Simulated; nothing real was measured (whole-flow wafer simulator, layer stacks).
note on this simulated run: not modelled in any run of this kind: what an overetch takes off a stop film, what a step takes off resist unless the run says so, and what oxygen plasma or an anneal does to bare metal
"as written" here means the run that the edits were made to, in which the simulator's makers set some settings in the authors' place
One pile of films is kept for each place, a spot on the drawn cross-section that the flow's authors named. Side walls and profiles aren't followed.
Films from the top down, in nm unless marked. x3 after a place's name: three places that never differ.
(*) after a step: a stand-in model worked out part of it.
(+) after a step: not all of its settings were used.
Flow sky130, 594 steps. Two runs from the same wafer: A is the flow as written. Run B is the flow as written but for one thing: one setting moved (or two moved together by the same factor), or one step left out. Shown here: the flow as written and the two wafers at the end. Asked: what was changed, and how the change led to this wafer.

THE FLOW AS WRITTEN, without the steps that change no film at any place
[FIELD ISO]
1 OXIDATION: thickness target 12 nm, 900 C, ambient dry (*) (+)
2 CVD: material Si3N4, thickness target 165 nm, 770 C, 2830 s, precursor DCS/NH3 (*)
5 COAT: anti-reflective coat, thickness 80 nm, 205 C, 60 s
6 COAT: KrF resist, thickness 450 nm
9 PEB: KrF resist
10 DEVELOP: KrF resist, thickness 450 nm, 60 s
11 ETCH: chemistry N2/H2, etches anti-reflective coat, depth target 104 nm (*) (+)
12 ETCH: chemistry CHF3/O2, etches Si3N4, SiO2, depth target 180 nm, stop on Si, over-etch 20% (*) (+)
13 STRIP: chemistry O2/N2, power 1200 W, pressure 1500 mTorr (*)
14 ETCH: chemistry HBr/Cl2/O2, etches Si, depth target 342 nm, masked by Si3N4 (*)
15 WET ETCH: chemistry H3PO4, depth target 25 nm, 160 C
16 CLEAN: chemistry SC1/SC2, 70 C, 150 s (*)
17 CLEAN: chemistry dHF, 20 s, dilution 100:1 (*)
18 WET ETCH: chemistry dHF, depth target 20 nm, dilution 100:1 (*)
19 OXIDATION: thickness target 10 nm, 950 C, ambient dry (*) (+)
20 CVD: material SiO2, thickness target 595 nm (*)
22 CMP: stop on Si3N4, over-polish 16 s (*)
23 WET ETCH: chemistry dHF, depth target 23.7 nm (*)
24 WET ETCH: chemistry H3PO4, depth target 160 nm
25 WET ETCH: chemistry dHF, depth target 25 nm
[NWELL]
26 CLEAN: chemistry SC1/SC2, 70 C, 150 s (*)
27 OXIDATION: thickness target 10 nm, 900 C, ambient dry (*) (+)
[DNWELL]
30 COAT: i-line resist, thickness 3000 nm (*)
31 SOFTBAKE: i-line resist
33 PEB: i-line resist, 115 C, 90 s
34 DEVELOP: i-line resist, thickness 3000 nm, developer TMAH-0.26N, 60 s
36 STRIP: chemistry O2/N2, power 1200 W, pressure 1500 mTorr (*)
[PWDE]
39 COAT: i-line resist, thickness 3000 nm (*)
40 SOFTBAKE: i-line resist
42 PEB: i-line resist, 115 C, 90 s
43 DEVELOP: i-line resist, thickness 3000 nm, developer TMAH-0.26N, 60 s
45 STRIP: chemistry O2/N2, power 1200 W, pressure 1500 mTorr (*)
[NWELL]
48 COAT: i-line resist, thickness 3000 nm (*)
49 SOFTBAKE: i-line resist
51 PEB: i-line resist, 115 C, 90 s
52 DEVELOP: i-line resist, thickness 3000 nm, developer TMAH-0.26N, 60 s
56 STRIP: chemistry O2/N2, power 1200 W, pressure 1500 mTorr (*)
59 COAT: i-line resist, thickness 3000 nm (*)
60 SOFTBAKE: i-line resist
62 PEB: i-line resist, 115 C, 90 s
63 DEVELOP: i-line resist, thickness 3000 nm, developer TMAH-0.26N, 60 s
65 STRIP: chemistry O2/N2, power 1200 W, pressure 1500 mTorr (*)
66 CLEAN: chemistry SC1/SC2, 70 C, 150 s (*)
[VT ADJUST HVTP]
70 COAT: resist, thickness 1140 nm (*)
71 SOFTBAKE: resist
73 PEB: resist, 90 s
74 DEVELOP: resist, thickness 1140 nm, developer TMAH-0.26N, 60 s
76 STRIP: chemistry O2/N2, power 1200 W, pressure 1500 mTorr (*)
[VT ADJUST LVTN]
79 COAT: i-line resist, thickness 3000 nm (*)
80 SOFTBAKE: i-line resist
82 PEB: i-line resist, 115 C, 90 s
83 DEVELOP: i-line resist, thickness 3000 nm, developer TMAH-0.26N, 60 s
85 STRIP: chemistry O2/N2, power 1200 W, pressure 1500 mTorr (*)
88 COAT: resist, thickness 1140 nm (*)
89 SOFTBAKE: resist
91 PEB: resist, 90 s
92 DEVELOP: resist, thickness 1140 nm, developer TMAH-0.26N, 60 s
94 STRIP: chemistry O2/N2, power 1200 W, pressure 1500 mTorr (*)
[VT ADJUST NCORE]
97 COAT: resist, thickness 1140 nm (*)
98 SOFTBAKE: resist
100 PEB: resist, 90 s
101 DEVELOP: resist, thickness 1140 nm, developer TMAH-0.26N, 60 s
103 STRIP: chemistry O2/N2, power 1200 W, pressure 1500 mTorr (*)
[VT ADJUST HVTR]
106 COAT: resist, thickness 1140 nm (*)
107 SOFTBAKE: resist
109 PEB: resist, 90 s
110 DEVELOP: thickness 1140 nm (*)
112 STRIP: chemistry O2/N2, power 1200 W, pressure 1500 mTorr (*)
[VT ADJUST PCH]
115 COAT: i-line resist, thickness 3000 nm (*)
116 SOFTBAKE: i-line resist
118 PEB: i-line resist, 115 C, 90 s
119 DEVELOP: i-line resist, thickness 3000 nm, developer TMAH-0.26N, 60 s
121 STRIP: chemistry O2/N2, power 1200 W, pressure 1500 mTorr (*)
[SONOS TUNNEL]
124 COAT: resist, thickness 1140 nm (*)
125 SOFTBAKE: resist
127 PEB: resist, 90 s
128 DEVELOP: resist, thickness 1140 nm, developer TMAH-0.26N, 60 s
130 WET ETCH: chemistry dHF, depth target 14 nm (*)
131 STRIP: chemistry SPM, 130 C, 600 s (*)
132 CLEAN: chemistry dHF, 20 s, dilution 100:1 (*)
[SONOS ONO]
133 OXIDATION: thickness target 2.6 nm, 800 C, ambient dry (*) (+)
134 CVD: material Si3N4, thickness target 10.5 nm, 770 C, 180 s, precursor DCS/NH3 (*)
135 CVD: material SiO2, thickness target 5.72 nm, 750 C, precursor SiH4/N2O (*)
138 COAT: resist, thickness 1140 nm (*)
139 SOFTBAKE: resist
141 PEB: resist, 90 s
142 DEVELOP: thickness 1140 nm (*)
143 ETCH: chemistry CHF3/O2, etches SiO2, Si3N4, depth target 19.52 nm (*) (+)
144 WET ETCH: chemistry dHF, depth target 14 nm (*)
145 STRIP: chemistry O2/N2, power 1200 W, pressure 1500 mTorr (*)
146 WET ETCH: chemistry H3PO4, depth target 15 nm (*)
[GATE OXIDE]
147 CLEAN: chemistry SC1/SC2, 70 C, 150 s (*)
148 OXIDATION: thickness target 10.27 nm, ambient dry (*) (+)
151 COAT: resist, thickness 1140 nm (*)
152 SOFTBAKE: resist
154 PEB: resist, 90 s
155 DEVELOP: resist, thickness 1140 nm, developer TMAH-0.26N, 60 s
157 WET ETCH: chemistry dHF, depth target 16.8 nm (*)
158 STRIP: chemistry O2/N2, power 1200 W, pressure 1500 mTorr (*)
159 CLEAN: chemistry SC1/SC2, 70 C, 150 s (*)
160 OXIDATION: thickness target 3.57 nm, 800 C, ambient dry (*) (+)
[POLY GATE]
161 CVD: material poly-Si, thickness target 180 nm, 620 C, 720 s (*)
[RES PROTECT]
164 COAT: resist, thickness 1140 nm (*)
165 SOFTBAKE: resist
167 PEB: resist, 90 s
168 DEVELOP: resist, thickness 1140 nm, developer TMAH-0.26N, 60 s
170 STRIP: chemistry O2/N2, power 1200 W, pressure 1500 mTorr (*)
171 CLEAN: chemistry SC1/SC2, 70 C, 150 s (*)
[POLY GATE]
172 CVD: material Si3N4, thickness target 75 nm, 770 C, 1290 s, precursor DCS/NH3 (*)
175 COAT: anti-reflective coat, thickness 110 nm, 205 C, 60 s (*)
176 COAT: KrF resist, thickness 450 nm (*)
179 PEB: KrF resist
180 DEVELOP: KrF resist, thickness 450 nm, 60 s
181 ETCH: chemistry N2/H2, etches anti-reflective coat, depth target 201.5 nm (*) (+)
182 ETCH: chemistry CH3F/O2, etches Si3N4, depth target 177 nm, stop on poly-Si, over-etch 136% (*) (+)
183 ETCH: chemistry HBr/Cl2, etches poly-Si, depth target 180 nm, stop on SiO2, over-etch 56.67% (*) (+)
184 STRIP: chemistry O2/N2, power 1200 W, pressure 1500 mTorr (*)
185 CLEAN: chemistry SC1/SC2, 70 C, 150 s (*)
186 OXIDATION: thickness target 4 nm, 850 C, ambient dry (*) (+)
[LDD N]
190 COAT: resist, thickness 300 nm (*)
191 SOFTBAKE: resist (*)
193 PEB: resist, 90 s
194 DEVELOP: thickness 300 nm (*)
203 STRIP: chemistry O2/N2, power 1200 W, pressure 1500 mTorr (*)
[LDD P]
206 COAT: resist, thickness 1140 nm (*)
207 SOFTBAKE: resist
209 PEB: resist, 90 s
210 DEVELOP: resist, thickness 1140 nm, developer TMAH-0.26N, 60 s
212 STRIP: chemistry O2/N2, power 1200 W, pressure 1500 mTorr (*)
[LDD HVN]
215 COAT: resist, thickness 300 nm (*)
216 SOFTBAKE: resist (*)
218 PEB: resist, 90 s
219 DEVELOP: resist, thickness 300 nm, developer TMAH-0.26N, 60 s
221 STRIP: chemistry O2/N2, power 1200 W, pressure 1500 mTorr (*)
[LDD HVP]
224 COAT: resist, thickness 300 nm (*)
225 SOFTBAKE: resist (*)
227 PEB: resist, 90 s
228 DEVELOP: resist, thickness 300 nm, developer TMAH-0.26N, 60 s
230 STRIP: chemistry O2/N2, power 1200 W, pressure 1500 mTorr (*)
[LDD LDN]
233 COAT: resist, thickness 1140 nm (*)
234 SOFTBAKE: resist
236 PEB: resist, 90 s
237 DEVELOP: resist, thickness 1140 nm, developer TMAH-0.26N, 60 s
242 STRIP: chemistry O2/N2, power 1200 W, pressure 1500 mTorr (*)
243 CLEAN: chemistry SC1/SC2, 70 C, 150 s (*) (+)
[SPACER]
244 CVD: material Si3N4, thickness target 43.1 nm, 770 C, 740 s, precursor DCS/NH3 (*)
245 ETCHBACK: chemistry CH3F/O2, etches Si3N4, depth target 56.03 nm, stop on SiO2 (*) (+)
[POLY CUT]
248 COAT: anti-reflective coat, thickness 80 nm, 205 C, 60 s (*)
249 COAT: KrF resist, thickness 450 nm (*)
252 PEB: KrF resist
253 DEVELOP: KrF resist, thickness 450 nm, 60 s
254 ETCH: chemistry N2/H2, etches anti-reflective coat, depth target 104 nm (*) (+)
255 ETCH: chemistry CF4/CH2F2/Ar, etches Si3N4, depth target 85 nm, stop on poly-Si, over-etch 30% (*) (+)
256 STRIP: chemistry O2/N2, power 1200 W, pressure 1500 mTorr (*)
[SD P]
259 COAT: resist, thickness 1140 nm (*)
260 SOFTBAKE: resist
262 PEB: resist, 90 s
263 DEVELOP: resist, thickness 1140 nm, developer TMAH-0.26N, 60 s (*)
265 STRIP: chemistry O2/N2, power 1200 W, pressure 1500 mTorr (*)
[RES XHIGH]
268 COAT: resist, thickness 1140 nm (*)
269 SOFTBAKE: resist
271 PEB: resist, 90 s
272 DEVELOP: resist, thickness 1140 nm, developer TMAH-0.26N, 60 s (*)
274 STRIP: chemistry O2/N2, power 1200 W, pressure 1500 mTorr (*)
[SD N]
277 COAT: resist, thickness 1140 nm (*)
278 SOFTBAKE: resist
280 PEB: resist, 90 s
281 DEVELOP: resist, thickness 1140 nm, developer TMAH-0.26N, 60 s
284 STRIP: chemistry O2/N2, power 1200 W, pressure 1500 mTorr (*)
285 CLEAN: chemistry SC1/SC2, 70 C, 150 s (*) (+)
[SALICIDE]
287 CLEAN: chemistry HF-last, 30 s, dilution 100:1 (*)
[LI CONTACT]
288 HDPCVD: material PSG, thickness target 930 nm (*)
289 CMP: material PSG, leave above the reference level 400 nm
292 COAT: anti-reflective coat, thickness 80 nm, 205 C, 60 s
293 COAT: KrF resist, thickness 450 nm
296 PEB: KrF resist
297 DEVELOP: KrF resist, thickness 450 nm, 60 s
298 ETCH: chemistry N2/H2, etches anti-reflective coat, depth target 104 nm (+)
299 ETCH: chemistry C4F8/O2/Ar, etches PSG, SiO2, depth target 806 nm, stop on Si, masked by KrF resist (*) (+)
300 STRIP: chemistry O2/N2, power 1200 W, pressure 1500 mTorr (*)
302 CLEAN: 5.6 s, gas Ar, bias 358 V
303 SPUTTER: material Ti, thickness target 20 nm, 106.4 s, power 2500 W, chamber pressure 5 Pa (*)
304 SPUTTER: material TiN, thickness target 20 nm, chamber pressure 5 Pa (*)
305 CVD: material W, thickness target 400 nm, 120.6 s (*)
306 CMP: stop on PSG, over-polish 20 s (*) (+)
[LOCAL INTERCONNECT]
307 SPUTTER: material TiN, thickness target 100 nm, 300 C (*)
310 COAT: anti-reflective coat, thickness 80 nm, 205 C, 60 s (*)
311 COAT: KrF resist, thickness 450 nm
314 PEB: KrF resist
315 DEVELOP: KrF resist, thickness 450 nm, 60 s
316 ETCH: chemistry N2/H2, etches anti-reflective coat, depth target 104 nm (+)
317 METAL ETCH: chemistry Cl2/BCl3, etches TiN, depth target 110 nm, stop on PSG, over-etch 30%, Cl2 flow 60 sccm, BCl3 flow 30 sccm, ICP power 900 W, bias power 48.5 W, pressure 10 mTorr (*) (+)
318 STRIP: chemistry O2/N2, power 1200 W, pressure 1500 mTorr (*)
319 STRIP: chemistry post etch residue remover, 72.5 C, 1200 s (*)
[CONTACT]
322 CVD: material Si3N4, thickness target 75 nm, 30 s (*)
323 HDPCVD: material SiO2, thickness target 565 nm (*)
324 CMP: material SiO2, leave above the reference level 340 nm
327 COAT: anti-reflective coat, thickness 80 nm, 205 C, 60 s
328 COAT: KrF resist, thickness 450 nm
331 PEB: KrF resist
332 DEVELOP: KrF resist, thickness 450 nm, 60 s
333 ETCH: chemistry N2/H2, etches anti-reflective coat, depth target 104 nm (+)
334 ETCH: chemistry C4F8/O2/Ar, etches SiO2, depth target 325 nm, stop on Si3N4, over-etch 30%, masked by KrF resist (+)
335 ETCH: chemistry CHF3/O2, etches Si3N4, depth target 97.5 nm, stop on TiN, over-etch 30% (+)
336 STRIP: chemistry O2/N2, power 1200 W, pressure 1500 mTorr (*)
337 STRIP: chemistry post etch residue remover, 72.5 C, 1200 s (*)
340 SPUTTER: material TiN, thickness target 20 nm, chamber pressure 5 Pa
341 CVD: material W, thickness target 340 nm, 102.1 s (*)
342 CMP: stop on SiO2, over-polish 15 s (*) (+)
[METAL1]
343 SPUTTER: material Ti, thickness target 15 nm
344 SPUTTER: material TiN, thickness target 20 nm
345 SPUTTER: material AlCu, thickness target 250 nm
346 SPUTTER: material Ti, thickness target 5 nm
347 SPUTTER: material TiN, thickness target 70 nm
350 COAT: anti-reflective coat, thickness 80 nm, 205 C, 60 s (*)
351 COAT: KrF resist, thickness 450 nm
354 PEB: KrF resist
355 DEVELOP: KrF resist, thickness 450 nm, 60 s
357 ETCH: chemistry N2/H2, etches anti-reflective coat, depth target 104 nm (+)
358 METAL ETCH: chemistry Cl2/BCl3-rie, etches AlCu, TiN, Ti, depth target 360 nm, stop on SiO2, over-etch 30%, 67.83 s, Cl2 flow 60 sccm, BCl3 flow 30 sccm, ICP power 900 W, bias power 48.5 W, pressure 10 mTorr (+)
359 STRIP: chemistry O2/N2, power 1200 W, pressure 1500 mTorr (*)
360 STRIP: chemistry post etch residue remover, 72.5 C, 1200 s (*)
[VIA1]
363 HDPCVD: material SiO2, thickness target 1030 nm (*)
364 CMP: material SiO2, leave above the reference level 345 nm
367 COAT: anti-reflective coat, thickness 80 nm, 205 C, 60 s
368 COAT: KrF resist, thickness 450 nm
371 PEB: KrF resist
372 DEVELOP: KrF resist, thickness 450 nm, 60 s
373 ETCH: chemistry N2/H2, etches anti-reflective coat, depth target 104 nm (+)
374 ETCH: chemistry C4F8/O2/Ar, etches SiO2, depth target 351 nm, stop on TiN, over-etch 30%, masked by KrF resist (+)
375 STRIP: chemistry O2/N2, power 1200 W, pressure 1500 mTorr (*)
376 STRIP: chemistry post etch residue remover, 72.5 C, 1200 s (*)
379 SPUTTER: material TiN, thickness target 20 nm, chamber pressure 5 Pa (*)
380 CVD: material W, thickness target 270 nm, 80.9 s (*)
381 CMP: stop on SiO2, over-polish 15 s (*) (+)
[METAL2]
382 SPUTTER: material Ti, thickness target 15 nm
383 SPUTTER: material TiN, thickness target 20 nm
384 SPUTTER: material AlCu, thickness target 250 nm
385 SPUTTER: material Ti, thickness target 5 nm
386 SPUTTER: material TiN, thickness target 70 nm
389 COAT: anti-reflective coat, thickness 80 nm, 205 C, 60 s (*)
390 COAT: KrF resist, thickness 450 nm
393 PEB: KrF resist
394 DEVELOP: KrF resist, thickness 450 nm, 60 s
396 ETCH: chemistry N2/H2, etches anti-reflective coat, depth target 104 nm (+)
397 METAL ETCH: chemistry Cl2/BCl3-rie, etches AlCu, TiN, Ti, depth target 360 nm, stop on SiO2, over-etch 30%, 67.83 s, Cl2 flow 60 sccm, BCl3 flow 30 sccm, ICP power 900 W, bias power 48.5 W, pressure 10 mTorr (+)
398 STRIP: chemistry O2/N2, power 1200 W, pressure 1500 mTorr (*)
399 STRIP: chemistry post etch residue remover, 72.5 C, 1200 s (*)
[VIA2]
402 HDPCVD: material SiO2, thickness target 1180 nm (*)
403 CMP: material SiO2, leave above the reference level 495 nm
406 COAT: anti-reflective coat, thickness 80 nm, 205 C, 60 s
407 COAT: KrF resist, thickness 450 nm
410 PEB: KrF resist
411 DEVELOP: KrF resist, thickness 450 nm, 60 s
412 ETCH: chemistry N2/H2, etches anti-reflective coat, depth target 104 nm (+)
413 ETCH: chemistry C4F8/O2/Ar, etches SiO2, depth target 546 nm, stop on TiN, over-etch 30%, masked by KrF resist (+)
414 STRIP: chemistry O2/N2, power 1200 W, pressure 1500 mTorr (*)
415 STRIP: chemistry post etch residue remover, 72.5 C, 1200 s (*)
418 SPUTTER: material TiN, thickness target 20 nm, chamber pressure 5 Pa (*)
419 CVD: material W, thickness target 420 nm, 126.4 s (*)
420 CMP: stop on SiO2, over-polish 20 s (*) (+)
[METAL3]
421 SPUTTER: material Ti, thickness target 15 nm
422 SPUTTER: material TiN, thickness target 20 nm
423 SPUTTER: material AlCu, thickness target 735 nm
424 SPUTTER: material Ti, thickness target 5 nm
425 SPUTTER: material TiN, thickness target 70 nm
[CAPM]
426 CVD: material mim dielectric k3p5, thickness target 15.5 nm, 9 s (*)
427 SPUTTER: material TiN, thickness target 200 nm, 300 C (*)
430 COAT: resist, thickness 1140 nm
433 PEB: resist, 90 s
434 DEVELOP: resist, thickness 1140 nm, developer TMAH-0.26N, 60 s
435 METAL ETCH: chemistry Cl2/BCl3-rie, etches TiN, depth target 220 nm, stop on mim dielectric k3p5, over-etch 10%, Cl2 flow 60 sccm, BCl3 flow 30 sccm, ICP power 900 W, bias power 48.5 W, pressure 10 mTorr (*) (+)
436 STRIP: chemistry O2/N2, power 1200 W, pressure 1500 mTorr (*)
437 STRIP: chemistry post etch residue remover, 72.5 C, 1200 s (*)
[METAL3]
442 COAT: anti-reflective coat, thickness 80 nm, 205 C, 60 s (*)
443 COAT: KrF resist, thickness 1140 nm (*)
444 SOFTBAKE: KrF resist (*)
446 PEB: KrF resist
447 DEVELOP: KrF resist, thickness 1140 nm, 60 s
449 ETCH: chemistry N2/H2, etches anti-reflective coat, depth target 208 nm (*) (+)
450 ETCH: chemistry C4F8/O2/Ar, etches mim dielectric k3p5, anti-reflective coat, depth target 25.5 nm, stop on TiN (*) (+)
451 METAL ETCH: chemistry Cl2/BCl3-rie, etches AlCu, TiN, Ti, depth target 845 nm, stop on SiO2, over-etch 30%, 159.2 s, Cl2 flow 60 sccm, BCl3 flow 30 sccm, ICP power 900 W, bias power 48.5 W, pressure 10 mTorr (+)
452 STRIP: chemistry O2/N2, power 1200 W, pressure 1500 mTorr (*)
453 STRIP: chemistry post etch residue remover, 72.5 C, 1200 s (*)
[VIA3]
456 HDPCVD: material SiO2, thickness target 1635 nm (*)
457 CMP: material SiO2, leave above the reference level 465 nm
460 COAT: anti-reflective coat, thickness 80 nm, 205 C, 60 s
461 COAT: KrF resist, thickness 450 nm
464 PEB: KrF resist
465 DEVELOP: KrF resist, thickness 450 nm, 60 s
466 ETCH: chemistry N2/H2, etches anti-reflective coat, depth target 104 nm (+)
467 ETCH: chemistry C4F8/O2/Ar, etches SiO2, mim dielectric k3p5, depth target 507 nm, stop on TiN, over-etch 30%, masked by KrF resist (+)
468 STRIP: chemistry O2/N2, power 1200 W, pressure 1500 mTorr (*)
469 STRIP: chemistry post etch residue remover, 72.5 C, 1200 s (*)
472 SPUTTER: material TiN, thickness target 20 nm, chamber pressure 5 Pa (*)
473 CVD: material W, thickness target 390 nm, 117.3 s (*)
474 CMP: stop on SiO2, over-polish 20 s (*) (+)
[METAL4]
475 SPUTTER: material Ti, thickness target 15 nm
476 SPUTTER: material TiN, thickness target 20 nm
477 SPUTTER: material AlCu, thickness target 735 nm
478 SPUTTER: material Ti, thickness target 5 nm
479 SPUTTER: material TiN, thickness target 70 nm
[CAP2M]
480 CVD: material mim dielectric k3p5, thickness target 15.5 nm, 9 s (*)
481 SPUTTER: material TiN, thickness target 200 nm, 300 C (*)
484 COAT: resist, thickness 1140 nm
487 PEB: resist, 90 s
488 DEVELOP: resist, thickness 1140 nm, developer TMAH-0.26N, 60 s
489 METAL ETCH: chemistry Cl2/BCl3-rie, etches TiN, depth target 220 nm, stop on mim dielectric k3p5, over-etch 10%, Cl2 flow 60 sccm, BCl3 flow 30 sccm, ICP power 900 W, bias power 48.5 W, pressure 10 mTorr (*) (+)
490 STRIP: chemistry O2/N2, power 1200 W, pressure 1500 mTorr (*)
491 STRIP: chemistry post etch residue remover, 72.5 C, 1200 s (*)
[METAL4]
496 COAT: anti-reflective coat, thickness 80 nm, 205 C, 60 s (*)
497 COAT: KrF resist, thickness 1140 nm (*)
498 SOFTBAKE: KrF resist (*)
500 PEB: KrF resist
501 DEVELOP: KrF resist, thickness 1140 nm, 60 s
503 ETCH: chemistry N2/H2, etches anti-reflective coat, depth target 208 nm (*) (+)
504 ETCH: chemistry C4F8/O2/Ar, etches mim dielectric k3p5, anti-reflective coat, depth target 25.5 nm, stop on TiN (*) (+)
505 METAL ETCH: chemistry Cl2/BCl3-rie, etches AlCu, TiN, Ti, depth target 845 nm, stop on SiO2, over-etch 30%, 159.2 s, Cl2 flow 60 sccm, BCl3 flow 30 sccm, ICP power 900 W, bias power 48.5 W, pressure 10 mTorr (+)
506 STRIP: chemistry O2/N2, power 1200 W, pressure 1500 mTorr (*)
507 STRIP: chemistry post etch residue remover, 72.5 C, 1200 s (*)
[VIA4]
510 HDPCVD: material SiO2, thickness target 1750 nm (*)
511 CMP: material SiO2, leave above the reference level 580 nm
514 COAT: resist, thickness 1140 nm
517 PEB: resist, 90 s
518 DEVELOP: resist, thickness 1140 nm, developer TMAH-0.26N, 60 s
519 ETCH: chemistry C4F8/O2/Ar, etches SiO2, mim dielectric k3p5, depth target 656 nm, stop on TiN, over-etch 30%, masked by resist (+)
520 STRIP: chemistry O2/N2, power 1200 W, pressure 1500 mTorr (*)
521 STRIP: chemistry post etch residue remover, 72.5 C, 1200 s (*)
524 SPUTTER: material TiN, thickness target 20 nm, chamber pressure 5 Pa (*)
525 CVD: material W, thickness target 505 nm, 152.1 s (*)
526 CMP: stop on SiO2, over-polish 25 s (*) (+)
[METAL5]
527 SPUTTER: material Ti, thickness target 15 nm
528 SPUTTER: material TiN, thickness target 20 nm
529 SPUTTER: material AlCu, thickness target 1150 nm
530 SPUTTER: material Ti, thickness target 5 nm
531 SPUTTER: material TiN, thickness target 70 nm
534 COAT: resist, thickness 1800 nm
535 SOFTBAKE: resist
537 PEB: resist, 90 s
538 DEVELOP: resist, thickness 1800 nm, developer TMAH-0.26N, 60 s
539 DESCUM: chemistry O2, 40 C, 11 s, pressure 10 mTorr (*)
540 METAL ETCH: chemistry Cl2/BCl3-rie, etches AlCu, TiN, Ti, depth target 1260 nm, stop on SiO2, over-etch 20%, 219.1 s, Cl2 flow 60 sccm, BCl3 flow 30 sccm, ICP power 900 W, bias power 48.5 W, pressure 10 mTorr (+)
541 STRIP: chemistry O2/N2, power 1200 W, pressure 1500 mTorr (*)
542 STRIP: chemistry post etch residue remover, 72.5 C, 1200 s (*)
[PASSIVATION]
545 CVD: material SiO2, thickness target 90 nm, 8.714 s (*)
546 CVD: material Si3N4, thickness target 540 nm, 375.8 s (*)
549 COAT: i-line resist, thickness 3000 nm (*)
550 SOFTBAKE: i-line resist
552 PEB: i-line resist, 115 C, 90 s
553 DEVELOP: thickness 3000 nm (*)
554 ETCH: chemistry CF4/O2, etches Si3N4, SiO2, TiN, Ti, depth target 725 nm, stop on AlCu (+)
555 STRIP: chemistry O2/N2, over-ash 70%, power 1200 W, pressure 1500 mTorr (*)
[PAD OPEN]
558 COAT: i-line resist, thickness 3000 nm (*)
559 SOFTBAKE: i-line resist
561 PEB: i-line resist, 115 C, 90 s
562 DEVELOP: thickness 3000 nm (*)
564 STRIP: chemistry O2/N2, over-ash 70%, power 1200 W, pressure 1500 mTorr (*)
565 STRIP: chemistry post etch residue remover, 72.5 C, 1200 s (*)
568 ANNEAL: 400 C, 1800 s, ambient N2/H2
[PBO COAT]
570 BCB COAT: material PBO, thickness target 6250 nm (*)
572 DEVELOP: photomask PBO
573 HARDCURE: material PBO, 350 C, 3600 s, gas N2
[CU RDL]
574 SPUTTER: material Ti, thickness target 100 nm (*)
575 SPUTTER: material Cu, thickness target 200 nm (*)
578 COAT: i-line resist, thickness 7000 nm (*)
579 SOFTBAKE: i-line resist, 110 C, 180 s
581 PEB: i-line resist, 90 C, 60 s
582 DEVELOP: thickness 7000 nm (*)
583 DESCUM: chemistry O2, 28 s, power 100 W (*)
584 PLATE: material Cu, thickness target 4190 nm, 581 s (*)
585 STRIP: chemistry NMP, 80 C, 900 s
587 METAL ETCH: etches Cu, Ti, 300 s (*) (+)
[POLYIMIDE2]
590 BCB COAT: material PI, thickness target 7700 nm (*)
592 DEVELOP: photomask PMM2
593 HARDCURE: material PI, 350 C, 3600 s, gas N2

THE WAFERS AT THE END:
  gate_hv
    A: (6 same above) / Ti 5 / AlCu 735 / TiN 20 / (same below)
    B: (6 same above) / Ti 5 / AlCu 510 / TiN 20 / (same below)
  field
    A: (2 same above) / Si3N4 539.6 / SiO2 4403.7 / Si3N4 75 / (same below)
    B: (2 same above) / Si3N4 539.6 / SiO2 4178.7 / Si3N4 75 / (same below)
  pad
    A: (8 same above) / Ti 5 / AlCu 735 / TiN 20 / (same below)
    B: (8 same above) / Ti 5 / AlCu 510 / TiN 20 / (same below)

The cause: step 477, SPUTTER: thickness target 510 nm was run, where the flow has thickness target 735 nm.
It can be read off the wafer: gate_hv has AlCu 510, and step 477 as written asks for 735 nm.

How the change led to this, step by step:
  477 SPUTTER: material AlCu, thickness target 735 nm
      field, active, n_well and 189 more: A AlCu +735 (new film) | B AlCu +510 (new film)
  505 METAL ETCH: chemistry Cl2/BCl3-rie, etches AlCu, TiN, Ti, depth target 845 nm, stop on SiO2, over-etch 30%, 159.2 s, Cl2 flow 60 sccm, BCl3 flow 30 sccm, ICP power 900 W, bias power 48.5 W, pressure 10 mTorr (+)
      field, active, gate and 70 more: A TiN -70 (all of it), Ti -5 (all of it), AlCu -735 (all of it), TiN -20 (all of it), Ti -15 (all of it), SiO2 -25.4 | B TiN -70 (all of it), Ti -5 (all of it), AlCu -510 (all of it), TiN -20 (all of it), Ti -15 (all of it), SiO2 -47.9
      vpp_iso1, m1_ln, poly_licon and 11 more: A TiN -70 (all of it), Ti -5 (all of it), AlCu -735 (all of it), TiN -20 (all of it), Ti -15 (all of it), SiO2 -25.3 | B TiN -70 (all of it), Ti -5 (all of it), AlCu -510 (all of it), TiN -20 (all of it), Ti -15 (all of it), SiO2 -47.8
      (and at 1 more place)
  511 CMP: material SiO2, leave above the reference level 580 nm
      field, active, gate and 76 more: A SiO2 -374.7 | B SiO2 -577.2
      iso_guard__w1, mim_edge_gap, vpp_m3ln, rpo_hd, rpm_encl, via2_enc, rpm_encl_psd, iso_guard_nsd_tip: A SiO2 -374.6 | B SiO2 -577.1
      (and at 1 more place)
